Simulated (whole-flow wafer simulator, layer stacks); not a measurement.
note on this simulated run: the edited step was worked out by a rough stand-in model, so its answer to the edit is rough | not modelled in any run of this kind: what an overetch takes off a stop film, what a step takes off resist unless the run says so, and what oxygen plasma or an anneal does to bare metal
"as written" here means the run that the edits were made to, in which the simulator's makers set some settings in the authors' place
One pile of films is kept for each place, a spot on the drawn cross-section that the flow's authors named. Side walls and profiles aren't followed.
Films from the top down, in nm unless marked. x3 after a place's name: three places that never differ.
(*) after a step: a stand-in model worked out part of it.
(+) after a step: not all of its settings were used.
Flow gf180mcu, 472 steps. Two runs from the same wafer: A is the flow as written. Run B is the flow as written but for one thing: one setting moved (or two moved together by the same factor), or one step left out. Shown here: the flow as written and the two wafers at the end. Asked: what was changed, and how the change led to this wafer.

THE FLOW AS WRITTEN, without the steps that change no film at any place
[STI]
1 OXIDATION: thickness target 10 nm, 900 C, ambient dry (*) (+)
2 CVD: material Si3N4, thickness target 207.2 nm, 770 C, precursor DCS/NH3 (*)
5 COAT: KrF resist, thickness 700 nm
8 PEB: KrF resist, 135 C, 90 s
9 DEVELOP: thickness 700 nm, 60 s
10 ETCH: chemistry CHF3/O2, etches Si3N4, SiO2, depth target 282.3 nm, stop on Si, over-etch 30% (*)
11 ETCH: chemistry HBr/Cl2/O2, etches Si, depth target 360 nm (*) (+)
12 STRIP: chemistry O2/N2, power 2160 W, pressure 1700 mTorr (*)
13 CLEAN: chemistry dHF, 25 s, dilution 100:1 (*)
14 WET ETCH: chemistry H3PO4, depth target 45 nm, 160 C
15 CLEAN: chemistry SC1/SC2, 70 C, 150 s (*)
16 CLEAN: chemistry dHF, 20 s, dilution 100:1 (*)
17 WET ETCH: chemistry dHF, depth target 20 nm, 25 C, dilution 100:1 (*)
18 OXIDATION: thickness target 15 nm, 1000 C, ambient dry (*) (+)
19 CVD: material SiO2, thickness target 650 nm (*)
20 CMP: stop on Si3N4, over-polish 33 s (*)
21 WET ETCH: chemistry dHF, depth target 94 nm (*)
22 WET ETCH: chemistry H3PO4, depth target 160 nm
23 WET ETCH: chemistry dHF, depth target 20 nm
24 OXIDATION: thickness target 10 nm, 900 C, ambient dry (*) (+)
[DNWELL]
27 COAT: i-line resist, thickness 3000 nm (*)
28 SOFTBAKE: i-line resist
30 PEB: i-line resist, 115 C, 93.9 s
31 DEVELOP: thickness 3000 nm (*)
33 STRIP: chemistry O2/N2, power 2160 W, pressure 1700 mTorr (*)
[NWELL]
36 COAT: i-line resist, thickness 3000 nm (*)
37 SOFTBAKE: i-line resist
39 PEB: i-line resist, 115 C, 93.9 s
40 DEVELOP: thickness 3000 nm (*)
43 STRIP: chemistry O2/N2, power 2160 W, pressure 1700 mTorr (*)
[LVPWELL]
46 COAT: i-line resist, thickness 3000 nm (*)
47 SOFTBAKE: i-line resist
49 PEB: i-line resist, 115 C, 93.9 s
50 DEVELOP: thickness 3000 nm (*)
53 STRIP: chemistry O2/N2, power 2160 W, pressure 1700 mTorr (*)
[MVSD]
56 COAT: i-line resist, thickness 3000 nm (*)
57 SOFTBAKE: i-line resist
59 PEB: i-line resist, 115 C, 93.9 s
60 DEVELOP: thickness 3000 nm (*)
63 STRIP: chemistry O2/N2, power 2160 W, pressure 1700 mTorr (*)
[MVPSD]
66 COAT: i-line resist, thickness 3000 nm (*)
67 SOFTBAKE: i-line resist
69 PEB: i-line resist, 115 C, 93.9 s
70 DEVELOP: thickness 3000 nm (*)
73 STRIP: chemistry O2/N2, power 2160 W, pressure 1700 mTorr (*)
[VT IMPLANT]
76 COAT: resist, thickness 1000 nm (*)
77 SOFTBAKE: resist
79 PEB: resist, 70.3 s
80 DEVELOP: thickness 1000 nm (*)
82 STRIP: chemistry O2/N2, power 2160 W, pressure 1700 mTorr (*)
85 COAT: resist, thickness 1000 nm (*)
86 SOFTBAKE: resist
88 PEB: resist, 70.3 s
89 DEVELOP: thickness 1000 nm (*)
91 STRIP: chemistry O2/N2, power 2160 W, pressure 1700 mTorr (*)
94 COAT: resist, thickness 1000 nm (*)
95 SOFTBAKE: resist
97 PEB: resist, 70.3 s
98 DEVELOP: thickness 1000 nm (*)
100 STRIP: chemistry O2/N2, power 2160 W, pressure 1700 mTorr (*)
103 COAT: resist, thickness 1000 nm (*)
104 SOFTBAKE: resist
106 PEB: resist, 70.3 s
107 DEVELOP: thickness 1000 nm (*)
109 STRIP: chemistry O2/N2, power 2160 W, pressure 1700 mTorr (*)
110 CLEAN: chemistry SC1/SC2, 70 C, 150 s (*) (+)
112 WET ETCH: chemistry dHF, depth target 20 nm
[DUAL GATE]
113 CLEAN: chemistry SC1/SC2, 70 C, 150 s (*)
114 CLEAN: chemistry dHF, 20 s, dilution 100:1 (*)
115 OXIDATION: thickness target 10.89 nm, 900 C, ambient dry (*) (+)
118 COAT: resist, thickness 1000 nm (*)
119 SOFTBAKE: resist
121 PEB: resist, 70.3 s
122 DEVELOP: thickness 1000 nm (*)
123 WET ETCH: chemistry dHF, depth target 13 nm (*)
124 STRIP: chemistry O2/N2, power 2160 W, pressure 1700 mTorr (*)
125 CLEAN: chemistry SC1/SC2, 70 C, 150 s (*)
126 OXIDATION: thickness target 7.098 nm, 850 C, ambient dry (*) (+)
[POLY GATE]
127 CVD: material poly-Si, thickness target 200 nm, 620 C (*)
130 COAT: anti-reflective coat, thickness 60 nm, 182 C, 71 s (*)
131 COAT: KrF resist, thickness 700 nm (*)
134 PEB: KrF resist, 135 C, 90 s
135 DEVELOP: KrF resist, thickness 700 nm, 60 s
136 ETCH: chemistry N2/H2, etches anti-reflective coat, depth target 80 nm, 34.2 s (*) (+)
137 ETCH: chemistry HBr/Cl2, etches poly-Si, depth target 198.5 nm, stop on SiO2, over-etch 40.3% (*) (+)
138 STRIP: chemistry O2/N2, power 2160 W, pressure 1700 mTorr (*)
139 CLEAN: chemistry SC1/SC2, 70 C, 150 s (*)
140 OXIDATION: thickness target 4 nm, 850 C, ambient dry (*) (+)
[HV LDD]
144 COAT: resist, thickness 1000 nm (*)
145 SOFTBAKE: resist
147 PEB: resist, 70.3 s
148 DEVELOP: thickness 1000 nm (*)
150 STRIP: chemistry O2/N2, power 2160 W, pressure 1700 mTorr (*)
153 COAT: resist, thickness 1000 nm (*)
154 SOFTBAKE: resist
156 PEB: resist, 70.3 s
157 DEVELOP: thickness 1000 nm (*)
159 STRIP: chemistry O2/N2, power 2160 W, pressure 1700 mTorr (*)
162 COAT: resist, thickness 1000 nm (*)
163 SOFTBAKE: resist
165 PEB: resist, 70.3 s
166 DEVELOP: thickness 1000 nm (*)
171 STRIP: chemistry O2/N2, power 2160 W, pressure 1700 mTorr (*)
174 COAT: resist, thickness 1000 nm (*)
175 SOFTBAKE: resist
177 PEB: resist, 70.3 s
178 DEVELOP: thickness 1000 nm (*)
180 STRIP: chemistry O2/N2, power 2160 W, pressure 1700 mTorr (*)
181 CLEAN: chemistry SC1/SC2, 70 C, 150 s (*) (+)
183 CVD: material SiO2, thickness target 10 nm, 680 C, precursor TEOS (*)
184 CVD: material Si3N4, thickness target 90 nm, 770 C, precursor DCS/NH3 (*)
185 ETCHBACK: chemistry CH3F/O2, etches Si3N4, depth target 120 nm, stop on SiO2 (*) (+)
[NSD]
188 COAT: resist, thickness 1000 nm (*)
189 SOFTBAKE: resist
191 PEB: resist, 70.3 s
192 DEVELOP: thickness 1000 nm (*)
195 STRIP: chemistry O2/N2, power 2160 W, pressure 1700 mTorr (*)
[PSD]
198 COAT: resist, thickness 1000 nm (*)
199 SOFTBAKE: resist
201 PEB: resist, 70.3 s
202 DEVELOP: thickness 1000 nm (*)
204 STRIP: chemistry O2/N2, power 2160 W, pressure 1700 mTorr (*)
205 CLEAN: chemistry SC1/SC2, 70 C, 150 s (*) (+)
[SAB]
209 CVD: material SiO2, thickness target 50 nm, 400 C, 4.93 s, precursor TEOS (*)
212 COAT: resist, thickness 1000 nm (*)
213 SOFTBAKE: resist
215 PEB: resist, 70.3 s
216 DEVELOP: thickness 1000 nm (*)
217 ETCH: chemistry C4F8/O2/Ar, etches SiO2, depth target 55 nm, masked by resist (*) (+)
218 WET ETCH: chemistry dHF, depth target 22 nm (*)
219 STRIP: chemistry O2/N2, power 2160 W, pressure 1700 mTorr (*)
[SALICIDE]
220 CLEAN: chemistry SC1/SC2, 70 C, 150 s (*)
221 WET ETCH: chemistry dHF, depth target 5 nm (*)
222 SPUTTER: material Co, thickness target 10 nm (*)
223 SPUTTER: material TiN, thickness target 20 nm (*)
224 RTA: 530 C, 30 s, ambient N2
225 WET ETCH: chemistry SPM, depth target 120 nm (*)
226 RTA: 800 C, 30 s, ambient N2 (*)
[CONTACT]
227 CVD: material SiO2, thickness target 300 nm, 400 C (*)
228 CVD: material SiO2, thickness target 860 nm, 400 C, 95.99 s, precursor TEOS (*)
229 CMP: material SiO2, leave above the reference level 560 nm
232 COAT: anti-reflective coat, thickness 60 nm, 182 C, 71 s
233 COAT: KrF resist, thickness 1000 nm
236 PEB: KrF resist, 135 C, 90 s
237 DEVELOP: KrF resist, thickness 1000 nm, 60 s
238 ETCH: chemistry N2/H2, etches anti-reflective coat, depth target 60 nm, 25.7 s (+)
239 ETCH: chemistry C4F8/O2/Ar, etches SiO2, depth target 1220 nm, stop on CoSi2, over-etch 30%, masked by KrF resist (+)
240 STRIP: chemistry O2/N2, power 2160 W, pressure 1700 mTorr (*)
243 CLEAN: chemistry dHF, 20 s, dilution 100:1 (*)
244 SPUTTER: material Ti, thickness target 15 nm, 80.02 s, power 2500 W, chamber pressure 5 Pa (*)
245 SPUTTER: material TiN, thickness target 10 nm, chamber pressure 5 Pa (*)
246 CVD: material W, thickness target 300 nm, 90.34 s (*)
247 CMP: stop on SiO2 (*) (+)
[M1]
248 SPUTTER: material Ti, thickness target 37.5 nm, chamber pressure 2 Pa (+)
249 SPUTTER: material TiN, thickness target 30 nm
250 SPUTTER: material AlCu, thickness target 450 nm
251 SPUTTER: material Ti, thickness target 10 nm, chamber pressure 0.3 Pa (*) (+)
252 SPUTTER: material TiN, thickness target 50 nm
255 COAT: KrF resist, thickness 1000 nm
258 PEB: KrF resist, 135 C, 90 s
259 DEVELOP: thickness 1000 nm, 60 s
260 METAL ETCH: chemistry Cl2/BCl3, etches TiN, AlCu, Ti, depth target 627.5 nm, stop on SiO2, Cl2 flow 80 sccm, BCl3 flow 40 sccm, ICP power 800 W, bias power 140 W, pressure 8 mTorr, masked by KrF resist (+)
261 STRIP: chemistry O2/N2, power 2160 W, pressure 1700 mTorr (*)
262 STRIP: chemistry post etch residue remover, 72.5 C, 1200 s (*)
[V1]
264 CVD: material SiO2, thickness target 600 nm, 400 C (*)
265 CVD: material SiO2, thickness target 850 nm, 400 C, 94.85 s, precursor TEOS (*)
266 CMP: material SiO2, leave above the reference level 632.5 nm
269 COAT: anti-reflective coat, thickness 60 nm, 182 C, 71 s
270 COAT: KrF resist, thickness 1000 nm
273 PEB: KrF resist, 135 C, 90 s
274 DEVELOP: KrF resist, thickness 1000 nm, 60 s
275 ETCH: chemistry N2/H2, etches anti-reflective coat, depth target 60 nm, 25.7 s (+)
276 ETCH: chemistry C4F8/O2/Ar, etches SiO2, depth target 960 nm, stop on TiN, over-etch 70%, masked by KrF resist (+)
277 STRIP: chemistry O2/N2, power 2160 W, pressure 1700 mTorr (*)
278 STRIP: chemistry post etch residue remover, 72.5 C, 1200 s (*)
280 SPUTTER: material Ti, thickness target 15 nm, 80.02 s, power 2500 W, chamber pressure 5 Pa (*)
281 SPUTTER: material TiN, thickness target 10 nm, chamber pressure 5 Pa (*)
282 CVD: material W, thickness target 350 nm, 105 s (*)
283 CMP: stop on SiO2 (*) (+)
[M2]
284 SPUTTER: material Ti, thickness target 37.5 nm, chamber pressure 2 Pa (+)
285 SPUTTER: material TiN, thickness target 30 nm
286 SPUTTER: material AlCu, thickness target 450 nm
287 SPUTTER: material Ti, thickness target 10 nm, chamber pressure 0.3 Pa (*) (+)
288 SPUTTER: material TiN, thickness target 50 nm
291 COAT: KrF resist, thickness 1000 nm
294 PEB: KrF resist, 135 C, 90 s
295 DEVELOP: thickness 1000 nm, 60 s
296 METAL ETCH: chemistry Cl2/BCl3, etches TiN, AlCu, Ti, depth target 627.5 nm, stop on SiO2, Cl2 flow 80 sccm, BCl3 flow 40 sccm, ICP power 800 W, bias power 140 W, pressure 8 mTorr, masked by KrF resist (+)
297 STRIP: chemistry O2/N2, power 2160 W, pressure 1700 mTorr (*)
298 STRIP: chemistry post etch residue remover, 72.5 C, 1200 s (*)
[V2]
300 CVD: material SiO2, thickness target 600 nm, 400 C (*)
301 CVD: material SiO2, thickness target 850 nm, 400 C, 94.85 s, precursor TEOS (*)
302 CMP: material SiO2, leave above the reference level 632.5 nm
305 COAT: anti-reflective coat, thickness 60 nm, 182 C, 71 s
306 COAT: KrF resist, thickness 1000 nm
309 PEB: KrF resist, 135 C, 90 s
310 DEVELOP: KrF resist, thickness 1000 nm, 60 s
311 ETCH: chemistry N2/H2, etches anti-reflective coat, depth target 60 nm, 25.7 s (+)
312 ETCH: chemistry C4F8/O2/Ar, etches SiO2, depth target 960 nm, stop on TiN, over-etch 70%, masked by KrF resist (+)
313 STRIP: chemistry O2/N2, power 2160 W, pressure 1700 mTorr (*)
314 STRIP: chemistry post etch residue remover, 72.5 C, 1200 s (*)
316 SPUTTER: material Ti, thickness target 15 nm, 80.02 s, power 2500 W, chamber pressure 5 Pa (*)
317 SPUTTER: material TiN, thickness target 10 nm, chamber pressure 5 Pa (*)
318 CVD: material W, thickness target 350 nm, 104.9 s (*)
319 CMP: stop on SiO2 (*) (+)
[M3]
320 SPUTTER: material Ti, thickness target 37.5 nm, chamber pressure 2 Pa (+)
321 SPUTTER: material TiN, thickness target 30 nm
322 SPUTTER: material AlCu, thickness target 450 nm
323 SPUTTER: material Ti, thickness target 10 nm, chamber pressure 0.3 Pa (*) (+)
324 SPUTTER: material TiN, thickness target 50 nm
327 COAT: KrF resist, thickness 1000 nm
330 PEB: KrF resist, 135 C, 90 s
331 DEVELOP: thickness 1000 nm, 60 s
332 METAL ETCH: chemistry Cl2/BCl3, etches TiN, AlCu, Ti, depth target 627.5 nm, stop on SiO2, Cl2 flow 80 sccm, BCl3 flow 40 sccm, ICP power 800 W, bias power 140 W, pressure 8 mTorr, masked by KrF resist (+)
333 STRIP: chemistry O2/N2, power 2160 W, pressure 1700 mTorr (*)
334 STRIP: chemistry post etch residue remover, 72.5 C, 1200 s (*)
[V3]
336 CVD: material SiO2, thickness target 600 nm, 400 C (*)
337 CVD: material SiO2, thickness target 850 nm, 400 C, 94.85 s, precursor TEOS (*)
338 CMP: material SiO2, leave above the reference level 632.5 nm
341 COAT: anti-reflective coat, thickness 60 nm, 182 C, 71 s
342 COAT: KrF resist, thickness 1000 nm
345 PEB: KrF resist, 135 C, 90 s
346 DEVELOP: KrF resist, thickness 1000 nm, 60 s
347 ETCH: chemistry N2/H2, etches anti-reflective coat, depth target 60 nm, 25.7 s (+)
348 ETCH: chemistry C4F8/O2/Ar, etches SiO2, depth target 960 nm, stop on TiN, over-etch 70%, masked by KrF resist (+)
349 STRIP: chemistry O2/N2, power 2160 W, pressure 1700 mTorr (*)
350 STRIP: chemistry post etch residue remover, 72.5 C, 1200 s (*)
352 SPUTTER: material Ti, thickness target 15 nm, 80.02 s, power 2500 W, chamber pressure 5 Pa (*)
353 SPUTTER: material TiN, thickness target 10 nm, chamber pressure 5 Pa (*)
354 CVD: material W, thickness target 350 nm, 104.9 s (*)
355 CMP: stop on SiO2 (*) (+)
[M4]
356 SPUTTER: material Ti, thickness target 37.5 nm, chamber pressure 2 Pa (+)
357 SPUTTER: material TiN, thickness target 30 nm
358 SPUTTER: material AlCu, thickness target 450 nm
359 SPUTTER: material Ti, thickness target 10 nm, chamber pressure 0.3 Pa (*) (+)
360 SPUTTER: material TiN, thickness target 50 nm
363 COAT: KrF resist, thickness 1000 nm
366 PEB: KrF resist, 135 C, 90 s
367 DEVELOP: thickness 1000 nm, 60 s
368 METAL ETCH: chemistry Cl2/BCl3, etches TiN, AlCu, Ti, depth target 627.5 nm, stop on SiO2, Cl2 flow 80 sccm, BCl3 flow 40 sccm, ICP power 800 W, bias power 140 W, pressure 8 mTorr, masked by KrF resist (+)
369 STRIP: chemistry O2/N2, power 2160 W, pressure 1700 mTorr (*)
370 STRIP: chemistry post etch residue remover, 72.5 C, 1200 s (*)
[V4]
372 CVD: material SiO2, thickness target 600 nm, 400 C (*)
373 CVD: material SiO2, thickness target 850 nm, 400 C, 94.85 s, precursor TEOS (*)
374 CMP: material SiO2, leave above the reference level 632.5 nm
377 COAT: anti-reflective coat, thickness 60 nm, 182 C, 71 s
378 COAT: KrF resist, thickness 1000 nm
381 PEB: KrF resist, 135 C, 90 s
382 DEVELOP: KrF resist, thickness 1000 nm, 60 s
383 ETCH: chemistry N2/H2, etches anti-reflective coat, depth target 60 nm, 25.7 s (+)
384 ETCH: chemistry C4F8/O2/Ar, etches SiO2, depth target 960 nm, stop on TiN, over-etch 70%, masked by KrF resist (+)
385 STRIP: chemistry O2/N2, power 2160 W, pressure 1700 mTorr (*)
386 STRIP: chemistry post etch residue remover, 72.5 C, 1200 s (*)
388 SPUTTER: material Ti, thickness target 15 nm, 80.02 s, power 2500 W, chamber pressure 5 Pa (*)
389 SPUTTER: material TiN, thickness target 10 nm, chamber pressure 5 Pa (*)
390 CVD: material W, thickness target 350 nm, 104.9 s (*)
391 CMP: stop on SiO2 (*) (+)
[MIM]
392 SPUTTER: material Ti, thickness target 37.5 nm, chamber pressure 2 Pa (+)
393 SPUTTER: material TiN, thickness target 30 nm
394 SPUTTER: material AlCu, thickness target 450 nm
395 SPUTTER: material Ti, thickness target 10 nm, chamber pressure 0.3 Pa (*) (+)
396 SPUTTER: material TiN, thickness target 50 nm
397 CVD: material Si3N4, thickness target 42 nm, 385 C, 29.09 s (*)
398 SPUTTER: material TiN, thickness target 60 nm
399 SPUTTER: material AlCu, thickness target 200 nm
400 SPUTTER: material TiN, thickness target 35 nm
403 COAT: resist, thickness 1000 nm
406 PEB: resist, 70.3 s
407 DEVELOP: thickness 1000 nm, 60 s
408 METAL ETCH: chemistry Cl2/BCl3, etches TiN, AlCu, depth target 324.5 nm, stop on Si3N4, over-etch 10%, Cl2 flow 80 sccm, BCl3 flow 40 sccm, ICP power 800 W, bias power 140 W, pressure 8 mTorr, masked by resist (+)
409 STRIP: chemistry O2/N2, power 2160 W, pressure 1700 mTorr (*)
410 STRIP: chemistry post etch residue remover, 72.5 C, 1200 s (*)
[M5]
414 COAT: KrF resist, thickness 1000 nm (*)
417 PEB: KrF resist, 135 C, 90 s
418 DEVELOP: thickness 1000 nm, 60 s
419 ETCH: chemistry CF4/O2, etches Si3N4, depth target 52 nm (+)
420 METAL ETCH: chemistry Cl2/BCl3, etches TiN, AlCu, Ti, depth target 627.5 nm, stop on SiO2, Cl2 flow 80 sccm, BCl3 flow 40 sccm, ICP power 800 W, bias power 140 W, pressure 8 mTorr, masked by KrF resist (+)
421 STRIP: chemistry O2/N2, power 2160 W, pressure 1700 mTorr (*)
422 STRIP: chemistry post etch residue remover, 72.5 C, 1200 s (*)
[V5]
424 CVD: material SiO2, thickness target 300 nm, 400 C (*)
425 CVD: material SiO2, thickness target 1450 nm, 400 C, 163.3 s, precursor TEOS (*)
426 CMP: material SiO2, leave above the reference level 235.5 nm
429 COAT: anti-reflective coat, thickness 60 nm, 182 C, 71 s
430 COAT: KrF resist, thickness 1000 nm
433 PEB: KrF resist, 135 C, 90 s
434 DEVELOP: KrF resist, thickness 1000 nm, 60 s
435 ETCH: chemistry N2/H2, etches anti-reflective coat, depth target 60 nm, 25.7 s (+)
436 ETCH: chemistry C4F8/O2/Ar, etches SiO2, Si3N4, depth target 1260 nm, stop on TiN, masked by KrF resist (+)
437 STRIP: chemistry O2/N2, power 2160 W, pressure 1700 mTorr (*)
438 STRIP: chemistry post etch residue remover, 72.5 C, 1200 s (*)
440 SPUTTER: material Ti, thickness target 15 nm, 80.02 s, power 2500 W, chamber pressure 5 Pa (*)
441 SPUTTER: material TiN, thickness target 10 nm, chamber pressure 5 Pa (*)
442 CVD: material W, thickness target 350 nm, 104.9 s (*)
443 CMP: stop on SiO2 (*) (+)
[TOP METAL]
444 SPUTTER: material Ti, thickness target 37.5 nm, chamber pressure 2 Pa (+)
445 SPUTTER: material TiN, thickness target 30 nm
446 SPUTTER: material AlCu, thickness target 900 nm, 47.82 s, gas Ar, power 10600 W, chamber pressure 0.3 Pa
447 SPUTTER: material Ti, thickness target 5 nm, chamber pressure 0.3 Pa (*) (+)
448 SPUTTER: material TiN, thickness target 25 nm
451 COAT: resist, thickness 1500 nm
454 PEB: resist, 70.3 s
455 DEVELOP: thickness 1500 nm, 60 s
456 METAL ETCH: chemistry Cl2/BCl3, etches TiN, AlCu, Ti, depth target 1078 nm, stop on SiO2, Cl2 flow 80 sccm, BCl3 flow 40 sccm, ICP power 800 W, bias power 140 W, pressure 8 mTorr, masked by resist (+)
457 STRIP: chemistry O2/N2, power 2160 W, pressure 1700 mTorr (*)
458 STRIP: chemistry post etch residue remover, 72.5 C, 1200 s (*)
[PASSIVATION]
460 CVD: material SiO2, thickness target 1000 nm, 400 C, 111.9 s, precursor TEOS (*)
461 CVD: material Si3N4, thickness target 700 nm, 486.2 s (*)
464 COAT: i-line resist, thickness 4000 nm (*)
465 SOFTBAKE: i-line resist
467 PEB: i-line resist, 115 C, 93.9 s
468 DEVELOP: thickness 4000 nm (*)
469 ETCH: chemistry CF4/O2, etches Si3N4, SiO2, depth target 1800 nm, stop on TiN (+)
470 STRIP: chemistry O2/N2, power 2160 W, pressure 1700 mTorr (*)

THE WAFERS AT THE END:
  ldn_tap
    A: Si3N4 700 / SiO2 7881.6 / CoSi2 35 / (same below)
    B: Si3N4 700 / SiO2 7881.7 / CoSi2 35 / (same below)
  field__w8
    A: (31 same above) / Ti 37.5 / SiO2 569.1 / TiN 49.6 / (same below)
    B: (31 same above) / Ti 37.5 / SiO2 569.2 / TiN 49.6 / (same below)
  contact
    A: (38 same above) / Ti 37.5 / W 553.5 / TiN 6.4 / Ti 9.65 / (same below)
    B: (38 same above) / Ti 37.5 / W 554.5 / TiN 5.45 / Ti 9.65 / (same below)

The cause: step 281, SPUTTER: thickness target 8.5 nm was run, where the flow has thickness target 10 nm.

How the change led to this, step by step:
  281 SPUTTER: material TiN, thickness target 10 nm, chamber pressure 5 Pa (*)
      field, field__w1, field__w2 and 107 more: A TiN +10 (new film) | B TiN +8.5 (new film)
      contact: A TiN +6.4 (new film) | B TiN +5.45 (new film)
  283 CMP: stop on SiO2 (*) (+)
      field, field__w1, field__w2 and 107 more: A W -350 (all of it), TiN -10 (all of it), Ti -15 (all of it), SiO2 -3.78 | B W -350 (all of it), TiN -8.5 (all of it), Ti -15 (all of it), SiO2 -3.77
